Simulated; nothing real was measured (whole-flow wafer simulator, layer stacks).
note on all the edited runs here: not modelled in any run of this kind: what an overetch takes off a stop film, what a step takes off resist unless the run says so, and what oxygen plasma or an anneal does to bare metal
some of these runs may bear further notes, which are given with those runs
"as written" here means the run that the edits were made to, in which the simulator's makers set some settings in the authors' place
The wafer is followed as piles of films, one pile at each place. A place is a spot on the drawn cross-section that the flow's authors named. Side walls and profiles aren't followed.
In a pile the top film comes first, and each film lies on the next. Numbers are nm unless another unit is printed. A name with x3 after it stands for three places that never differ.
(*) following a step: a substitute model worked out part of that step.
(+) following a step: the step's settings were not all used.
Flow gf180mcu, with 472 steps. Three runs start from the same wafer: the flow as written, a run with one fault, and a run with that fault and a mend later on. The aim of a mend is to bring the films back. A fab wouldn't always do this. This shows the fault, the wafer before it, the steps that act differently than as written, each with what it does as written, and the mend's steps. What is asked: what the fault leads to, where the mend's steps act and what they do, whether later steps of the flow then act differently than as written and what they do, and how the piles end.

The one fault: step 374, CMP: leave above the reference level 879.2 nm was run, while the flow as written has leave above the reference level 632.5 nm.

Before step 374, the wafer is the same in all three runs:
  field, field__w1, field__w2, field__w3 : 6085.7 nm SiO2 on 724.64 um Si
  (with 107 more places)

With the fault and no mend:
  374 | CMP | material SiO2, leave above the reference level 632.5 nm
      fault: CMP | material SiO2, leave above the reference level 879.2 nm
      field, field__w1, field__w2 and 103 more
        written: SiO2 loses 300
        fault: SiO2 loses 53.3
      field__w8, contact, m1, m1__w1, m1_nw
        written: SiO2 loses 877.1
        fault: SiO2 loses 630.4
  Steps later in the flow that act otherwise than as written:
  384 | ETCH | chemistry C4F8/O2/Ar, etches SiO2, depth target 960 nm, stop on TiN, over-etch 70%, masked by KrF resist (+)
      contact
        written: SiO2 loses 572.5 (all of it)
        fault: SiO2 loses 819.2 (all of it)
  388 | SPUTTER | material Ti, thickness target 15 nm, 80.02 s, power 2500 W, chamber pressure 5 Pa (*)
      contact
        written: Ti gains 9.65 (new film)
        fault: Ti gains 8.37 (new film)
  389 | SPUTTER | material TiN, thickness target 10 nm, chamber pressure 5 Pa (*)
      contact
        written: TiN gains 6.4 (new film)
        fault: TiN gains 5.54 (new film)
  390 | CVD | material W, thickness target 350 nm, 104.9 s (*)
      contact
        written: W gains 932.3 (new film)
        fault: W gains 1181.1 (new film)
  By the end, the piles at field, field__w1, field__w2 and 109 more depart from the flow's by more than 2% or 0.5 nm, whichever is larger.
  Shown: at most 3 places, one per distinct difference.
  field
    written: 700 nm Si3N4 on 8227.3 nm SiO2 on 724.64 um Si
    fault: 700 nm Si3N4 on 8474 nm SiO2 on 724.64 um Si
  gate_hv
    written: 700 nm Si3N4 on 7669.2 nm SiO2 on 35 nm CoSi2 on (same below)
    fault: 700 nm Si3N4 on 7915.9 nm SiO2 on 35 nm CoSi2 on (same below)
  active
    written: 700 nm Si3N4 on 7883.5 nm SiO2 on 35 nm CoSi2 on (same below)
    fault: 700 nm Si3N4 on 8130.2 nm SiO2 on 35 nm CoSi2 on (same below)

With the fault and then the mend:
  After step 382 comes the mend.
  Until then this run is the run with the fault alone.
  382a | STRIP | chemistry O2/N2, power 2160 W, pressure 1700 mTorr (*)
      field, field__w1, field__w2 and 107 more
        KrF resist loses 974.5 (all of it), anti-reflective coat loses 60 (all of it)
      contact
        anti-reflective coat loses 60 (all of it)
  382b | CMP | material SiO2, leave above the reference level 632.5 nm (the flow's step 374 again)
      field, field__w1, field__w2 and 108 more
        SiO2 loses 246.7
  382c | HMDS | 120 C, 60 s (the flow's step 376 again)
      alters no film at any place that is followed
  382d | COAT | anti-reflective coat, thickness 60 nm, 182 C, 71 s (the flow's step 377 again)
      field, field__w1, field__w2 and 108 more
        anti-reflective coat gains 60 (new film)
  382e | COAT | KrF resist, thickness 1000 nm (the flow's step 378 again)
      field, field__w1, field__w2 and 108 more
        KrF resist gains 1000 (new film)
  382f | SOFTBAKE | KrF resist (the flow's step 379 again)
      alters no film at any place that is followed
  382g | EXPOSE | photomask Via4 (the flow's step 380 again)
      alters no film at any place that is followed
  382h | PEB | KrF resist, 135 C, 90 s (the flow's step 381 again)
      field, field__w1, field__w2 and 108 more
        KrF resist loses 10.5
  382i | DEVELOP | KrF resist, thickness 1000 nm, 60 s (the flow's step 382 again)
      field, field__w1, field__w2 and 107 more
        KrF resist loses 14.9
      contact
        KrF resist loses 989.5 (all of it)
  Later steps of the flow that are run all act as written at every place that is followed.
  The piles end the same as the flow's at every place that both follow.
